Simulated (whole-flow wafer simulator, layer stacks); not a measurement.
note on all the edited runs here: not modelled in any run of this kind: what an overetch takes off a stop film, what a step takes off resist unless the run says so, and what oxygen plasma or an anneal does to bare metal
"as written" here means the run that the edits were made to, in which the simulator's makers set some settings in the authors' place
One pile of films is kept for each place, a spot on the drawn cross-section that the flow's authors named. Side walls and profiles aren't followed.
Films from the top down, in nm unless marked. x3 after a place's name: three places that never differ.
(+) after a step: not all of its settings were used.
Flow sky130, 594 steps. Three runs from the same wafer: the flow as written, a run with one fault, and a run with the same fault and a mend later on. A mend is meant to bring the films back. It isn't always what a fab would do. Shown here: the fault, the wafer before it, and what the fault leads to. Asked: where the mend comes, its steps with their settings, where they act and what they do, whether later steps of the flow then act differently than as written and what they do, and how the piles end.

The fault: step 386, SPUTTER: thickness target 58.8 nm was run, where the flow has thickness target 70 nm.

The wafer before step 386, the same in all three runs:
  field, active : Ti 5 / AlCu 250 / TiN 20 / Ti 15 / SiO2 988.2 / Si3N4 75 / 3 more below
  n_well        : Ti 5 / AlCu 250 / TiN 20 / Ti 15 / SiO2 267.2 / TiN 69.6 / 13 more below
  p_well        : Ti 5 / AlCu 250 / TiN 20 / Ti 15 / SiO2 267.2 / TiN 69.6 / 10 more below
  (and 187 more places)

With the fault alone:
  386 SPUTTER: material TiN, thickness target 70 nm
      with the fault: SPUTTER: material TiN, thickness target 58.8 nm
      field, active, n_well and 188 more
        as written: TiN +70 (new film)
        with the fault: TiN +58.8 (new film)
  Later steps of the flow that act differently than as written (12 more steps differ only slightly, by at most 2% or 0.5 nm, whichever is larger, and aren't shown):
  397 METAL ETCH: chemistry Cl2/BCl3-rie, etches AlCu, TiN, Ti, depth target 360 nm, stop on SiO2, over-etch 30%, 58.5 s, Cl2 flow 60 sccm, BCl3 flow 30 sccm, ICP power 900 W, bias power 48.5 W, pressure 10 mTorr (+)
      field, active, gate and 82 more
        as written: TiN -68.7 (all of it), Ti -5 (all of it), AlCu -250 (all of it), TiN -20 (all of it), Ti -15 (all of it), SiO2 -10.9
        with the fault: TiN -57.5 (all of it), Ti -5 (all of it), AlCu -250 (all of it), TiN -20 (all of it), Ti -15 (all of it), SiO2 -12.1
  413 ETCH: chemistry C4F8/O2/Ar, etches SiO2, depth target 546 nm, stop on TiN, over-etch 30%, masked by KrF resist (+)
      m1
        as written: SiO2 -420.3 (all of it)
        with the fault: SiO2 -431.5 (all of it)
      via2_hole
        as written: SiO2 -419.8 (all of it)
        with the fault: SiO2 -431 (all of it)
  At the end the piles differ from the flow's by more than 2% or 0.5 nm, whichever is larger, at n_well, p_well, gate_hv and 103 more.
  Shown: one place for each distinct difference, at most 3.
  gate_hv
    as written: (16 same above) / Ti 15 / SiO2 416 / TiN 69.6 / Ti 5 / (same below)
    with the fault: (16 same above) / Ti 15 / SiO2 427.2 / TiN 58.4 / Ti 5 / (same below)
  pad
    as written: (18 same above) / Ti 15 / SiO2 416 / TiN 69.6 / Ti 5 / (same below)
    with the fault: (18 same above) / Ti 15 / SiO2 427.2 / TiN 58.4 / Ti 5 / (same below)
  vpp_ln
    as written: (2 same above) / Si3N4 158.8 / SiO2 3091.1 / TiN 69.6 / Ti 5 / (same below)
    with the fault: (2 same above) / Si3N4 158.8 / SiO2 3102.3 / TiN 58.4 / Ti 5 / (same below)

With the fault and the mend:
  The mend comes after step 386.
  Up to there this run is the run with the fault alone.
  386a SPUTTER: material TiN, thickness target 11.2 nm (the flow's step 386 once more, with other settings)
      field, active, n_well and 188 more
        TiN +11.2
  No later step of the flow acts differently than as written at any place that is followed.
  At the end the piles are the same as the flow's at every place that both follow.
